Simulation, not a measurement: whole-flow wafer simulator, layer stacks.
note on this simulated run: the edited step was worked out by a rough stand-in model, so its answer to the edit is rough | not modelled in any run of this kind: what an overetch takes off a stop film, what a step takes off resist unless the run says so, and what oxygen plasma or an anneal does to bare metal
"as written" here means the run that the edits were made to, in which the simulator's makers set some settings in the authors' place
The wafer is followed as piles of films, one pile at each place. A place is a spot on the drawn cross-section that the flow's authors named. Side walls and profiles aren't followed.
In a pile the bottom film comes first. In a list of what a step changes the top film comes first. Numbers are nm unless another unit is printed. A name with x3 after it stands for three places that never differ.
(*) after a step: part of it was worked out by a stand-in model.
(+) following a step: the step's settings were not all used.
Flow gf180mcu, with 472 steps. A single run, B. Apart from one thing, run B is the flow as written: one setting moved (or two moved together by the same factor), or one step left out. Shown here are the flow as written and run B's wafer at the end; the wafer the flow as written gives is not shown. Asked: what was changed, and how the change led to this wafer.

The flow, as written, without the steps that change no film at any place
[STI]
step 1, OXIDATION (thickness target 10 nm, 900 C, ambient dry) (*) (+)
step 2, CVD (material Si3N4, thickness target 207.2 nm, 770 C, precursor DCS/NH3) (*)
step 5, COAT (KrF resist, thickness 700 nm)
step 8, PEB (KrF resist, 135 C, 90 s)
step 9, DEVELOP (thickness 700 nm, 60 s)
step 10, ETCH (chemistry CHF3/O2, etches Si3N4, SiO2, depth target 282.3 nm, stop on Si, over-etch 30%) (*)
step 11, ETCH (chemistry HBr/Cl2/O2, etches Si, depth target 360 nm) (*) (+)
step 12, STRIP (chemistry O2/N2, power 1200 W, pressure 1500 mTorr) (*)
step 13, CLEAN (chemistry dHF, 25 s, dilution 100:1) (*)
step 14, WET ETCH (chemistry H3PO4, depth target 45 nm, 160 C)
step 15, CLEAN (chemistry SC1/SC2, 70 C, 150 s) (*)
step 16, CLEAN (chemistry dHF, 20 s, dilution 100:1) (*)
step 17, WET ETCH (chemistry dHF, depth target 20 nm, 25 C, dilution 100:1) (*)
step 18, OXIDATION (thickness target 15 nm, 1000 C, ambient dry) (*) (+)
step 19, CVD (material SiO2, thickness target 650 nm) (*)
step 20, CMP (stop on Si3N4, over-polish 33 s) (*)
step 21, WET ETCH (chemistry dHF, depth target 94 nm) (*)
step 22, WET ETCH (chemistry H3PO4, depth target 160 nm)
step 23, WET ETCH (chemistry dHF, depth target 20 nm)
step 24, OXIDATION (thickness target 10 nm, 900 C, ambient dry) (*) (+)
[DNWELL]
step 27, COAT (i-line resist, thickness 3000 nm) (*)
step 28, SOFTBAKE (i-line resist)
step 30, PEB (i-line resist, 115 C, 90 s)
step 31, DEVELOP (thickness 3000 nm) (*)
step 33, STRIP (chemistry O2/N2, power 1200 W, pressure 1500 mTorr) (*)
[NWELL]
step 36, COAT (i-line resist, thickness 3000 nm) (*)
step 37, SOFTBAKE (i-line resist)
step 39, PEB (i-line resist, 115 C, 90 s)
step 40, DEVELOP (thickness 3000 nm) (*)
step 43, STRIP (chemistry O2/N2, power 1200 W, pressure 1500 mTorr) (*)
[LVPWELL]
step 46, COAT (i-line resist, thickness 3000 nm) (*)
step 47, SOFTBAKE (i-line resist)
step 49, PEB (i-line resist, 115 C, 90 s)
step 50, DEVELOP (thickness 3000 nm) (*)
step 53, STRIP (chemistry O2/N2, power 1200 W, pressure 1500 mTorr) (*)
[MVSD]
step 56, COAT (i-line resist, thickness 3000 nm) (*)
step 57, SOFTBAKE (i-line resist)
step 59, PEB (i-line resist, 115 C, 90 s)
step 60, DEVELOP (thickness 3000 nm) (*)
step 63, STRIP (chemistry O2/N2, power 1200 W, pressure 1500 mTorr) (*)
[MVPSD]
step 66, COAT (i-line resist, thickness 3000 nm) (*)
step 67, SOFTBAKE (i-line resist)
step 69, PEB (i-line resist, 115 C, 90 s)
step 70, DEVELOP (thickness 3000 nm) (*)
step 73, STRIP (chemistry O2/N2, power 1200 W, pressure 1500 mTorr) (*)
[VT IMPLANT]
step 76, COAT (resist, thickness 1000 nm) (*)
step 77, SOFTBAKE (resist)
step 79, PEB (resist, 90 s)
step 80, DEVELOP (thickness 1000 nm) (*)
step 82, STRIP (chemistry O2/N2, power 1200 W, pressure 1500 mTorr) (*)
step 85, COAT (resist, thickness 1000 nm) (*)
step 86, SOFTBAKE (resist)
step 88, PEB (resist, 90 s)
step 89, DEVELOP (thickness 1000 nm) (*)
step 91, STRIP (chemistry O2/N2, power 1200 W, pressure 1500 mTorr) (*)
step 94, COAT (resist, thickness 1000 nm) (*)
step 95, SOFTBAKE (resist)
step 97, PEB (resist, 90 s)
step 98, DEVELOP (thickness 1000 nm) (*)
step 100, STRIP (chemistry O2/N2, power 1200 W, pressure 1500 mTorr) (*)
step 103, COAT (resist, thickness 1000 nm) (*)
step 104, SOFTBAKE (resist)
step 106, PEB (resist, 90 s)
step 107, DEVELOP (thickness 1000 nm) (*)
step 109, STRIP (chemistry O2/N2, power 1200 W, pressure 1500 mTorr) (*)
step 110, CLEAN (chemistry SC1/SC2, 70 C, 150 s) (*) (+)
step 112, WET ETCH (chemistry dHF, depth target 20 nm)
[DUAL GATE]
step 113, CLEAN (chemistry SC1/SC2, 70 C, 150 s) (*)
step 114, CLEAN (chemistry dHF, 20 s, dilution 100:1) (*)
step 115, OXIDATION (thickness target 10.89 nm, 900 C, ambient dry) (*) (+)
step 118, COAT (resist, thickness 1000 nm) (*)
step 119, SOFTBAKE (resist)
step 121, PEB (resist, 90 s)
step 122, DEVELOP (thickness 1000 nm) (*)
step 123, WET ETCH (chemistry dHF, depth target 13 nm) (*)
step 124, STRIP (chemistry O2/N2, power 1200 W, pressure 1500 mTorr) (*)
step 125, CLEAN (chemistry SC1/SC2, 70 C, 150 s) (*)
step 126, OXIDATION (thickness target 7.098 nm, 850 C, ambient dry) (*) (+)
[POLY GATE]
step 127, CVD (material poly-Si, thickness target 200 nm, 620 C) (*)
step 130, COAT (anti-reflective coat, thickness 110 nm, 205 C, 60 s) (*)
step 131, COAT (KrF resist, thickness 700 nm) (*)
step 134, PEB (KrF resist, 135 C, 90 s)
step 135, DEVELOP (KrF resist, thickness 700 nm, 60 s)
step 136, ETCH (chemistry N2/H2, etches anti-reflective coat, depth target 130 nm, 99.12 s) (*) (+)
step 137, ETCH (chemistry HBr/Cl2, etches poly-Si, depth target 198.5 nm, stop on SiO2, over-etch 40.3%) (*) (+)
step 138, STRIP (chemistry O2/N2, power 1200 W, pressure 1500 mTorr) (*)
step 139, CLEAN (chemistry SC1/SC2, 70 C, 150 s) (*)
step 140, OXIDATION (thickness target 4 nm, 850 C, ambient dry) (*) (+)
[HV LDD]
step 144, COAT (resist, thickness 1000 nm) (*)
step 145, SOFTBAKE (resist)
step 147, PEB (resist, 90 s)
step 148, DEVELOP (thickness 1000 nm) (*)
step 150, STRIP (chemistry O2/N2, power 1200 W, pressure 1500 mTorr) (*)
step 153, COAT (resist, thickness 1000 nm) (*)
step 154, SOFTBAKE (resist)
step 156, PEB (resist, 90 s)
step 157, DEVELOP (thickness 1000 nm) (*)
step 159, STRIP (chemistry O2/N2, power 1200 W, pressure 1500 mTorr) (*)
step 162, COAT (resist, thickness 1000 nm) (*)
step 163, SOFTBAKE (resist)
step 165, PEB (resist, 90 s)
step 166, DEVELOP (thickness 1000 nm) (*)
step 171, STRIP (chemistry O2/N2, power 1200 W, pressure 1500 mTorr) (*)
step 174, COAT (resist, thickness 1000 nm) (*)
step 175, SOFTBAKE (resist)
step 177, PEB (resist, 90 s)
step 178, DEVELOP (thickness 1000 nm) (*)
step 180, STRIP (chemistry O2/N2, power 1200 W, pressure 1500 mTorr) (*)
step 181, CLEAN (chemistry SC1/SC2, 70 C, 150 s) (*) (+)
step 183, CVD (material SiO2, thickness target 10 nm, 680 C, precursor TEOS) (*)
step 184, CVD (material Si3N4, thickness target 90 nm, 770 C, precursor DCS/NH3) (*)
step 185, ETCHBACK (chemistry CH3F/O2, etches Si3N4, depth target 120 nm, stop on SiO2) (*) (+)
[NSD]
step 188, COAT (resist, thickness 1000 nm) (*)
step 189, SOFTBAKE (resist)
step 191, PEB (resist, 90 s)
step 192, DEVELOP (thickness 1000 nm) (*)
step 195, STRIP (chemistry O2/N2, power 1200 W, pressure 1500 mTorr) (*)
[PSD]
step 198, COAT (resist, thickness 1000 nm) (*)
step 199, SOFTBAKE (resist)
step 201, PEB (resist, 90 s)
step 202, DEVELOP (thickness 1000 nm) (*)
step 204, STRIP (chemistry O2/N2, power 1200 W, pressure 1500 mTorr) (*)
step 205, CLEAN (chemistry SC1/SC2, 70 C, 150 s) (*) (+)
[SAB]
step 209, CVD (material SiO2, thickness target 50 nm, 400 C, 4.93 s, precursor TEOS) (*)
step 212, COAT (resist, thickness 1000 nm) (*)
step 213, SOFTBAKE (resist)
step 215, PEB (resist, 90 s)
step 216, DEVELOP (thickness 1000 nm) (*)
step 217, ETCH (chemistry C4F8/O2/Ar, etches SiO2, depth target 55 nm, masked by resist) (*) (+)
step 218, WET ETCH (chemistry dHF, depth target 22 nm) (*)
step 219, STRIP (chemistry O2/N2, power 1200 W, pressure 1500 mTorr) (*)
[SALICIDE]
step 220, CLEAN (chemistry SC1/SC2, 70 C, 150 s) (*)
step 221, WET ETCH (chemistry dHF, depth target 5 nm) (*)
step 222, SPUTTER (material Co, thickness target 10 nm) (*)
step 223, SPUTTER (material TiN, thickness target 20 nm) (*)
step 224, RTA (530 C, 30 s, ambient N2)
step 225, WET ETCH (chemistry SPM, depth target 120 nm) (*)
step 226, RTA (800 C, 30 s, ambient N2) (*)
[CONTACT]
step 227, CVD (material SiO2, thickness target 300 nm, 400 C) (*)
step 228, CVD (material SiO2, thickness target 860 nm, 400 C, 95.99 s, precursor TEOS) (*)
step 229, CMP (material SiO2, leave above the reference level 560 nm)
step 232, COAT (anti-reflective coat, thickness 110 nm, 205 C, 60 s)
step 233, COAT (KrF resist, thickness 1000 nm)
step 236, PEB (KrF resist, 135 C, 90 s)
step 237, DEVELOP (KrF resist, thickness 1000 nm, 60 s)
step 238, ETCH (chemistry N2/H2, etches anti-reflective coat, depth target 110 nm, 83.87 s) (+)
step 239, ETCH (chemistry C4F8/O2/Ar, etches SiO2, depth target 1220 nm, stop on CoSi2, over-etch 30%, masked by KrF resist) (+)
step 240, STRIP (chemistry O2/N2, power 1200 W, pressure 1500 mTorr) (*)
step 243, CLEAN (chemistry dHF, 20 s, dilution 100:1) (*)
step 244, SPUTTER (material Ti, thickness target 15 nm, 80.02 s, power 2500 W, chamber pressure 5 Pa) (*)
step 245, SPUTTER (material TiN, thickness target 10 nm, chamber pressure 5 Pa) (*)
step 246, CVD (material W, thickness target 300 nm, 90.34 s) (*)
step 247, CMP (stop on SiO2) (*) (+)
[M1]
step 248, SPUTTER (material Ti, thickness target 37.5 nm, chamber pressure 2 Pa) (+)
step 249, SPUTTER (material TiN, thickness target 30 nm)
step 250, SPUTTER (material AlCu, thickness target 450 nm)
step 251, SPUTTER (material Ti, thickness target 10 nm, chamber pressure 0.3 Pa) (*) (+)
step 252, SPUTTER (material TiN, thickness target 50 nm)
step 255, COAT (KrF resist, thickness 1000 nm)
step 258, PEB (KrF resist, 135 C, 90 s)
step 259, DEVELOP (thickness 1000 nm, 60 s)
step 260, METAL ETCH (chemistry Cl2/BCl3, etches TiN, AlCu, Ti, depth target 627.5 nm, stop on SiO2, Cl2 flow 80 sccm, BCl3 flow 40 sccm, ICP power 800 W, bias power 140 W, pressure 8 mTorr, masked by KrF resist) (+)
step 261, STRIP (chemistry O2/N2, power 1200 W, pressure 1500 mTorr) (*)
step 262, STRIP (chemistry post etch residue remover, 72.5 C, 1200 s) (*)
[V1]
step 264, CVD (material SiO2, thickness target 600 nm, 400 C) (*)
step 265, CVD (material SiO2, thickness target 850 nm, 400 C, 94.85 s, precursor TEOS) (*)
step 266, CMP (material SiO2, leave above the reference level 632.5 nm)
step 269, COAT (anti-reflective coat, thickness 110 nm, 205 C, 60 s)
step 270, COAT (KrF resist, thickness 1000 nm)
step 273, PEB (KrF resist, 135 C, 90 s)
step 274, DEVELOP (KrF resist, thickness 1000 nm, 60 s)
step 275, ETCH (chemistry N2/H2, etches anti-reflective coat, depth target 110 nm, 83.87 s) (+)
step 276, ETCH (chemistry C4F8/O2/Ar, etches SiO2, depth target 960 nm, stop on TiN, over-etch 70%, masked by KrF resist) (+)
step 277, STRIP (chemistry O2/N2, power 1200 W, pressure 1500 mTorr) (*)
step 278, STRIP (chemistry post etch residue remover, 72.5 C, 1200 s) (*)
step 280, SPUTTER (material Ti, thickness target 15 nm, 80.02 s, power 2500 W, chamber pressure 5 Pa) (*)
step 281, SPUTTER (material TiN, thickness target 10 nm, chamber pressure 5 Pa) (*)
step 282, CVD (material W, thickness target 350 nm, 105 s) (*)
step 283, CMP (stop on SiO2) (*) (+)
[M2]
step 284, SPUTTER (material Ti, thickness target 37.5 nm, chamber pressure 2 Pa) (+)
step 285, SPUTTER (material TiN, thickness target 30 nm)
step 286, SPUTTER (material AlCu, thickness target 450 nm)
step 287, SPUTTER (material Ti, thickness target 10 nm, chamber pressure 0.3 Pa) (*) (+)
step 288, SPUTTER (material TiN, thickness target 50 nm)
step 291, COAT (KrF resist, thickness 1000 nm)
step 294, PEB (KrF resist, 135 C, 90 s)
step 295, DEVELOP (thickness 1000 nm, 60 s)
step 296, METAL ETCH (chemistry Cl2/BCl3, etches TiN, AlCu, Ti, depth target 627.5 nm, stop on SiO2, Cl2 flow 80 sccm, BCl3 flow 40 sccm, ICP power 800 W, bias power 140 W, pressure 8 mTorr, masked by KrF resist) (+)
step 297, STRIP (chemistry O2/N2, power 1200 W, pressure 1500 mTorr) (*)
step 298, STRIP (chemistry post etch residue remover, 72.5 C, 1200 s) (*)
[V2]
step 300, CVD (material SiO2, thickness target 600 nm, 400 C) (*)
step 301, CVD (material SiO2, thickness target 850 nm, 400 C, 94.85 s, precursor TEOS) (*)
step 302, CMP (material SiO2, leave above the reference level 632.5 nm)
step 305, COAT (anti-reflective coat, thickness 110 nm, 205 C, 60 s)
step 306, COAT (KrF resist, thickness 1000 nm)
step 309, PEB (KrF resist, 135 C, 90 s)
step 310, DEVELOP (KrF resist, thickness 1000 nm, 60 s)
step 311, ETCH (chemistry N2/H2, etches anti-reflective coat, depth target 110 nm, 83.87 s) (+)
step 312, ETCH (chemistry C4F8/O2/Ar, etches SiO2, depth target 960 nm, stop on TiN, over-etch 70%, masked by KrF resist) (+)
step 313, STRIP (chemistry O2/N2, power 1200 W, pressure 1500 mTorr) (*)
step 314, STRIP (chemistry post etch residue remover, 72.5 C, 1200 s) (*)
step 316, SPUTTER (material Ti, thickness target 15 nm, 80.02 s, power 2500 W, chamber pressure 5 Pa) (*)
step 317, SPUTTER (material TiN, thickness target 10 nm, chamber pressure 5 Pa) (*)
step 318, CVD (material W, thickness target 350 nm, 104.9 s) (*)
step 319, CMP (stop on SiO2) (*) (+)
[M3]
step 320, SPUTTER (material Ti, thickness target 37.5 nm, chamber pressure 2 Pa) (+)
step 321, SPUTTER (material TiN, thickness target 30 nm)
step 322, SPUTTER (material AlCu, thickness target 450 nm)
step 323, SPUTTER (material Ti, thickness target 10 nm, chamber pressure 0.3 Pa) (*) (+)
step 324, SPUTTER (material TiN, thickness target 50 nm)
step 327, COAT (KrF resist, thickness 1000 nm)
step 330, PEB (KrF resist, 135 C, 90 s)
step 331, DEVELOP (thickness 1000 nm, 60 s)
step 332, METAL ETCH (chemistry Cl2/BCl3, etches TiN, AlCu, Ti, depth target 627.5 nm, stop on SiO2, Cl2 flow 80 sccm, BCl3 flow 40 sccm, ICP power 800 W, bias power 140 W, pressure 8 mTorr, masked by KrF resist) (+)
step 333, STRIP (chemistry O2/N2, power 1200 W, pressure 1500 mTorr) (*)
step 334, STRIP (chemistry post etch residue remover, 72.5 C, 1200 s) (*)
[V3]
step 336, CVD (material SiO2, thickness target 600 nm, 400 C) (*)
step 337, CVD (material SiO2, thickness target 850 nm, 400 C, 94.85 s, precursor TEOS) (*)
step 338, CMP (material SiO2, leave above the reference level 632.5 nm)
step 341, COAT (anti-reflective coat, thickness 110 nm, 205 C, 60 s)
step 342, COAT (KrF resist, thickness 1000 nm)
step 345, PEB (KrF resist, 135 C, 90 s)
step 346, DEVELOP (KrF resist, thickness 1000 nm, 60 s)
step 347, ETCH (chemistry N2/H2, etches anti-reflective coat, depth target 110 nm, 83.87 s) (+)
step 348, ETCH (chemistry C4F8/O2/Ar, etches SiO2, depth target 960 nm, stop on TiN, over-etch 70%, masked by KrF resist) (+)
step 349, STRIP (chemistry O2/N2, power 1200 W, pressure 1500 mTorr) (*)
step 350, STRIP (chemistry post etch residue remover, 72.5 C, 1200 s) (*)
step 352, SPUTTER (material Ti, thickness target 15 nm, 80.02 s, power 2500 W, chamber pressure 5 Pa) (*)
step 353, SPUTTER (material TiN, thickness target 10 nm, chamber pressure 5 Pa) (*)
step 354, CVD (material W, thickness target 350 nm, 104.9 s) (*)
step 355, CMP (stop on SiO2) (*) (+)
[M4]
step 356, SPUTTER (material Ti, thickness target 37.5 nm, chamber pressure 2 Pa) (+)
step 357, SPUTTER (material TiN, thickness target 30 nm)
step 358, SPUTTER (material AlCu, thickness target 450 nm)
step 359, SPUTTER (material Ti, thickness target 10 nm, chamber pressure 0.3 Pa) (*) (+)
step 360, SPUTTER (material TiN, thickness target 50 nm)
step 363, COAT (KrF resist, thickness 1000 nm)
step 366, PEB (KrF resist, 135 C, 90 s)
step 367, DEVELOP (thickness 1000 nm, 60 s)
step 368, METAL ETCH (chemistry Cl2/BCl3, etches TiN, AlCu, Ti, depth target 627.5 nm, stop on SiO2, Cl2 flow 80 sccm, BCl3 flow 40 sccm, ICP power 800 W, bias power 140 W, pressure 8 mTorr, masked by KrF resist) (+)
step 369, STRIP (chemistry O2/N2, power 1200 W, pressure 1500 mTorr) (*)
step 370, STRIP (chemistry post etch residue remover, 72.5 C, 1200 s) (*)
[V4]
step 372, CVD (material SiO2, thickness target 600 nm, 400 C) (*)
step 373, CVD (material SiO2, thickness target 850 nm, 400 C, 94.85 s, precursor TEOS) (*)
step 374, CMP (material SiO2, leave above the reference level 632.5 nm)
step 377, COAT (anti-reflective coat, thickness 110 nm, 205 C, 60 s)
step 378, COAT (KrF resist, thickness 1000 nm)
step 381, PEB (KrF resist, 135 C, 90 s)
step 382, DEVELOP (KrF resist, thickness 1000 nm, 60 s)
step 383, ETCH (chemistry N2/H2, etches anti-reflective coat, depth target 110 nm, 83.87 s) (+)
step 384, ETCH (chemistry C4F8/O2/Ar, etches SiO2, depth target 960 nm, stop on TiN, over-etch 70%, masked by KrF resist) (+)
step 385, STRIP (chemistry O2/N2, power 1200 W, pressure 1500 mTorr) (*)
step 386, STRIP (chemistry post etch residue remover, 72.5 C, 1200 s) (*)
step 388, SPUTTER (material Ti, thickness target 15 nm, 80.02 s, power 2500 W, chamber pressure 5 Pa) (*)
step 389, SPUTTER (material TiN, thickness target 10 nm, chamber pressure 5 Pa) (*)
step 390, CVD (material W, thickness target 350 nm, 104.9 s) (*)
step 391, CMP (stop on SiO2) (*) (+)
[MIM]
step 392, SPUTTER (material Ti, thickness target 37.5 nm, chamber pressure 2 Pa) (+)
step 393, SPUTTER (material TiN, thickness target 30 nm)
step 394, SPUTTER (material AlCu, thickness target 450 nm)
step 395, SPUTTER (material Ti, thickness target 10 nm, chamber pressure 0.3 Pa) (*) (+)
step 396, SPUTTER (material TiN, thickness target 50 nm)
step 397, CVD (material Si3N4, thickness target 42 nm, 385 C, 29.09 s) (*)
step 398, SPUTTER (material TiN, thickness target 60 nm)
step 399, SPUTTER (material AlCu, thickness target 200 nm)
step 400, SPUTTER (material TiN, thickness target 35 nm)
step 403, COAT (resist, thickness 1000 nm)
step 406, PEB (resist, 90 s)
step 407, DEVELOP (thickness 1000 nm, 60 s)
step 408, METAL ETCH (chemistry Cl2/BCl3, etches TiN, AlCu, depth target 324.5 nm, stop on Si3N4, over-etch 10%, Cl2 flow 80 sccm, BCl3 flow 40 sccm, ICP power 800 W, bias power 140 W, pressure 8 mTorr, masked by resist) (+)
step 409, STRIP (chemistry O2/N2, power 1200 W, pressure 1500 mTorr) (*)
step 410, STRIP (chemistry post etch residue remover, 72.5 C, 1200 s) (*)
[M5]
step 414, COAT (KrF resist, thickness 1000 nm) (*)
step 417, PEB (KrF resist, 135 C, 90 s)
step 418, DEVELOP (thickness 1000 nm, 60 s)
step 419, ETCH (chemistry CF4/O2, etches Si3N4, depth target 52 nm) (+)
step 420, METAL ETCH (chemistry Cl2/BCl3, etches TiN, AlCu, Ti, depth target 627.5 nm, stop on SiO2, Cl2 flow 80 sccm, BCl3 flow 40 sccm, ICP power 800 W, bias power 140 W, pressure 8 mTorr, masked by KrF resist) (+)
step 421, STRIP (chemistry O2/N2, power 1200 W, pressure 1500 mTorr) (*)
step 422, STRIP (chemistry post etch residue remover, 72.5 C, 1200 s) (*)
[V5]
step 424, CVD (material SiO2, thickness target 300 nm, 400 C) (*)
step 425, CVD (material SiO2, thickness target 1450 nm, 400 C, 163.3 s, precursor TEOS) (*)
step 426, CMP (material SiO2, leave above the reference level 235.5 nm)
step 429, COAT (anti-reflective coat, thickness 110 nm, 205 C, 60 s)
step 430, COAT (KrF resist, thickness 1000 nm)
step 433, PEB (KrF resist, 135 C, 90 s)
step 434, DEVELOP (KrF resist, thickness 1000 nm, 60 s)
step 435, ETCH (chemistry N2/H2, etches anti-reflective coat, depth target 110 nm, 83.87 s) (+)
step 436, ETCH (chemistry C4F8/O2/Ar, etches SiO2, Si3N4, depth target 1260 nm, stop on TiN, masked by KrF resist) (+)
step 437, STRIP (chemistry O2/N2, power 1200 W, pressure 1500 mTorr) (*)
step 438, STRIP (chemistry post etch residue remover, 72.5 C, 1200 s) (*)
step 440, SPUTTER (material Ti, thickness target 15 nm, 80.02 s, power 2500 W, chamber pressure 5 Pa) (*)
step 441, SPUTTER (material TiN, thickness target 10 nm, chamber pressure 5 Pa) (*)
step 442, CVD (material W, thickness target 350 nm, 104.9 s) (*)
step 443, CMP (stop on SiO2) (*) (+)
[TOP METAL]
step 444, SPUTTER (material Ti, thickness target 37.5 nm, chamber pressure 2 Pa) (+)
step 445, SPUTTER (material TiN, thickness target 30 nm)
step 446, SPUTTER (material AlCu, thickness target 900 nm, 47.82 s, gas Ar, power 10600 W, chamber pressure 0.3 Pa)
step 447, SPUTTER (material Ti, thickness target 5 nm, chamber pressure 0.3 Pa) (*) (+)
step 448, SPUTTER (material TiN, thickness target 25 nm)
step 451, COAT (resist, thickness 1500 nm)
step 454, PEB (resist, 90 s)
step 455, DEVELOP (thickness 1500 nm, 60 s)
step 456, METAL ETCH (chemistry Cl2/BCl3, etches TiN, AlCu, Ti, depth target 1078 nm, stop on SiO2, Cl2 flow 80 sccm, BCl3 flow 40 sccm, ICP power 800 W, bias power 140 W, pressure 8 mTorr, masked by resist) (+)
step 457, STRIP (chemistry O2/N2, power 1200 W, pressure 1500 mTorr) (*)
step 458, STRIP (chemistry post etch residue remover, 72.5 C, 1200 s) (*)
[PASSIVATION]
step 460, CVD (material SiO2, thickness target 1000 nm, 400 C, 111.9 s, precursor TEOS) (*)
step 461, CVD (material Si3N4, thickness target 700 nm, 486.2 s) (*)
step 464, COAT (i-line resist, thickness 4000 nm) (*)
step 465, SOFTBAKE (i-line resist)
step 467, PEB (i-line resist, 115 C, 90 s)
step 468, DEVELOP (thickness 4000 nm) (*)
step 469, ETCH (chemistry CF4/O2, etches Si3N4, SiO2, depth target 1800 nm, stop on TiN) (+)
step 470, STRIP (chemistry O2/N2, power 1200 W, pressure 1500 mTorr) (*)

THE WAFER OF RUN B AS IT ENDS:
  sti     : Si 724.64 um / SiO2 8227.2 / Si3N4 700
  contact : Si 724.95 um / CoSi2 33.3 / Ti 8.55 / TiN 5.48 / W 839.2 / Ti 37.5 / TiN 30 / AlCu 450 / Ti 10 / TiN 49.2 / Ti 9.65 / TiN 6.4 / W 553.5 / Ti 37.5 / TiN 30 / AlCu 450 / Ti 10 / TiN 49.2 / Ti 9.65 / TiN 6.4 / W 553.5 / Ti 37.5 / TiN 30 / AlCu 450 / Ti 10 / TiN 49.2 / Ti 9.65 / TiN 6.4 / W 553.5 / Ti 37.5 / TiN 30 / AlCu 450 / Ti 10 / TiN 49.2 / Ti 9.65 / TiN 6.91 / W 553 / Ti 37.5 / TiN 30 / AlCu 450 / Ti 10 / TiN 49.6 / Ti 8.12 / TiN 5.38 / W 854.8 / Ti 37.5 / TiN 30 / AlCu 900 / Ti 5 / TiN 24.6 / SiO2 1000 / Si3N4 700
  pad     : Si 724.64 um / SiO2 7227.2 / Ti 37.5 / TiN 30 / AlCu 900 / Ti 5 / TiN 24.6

The reason: step 389, SPUTTER: thickness target 10.8 nm was run, whereas the flow has thickness target 10 nm.

How this came from the change, step by step:
  step 389, SPUTTER (material TiN, thickness target 10 nm, chamber pressure 5 Pa) (*)
      field, field__w1, field__w2 and 107 more: TiN gains 10.8 (new film) (as written it would have been: TiN gains 10 (new film))
      contact: TiN gains 6.91 (new film) (as written it would have been: TiN gains 6.4 (new film))
  step 391, CMP (stop on SiO2) (*) (+)
      field, field__w1, field__w2 and 107 more: W loses 350 (all of it), TiN loses 10.8 (all of it), Ti loses 15 (all of it), SiO2 loses 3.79 (as written it would have been: W loses 350 (all of it), TiN loses 10 (all of it), Ti loses 15 (all of it), SiO2 loses 3.78)
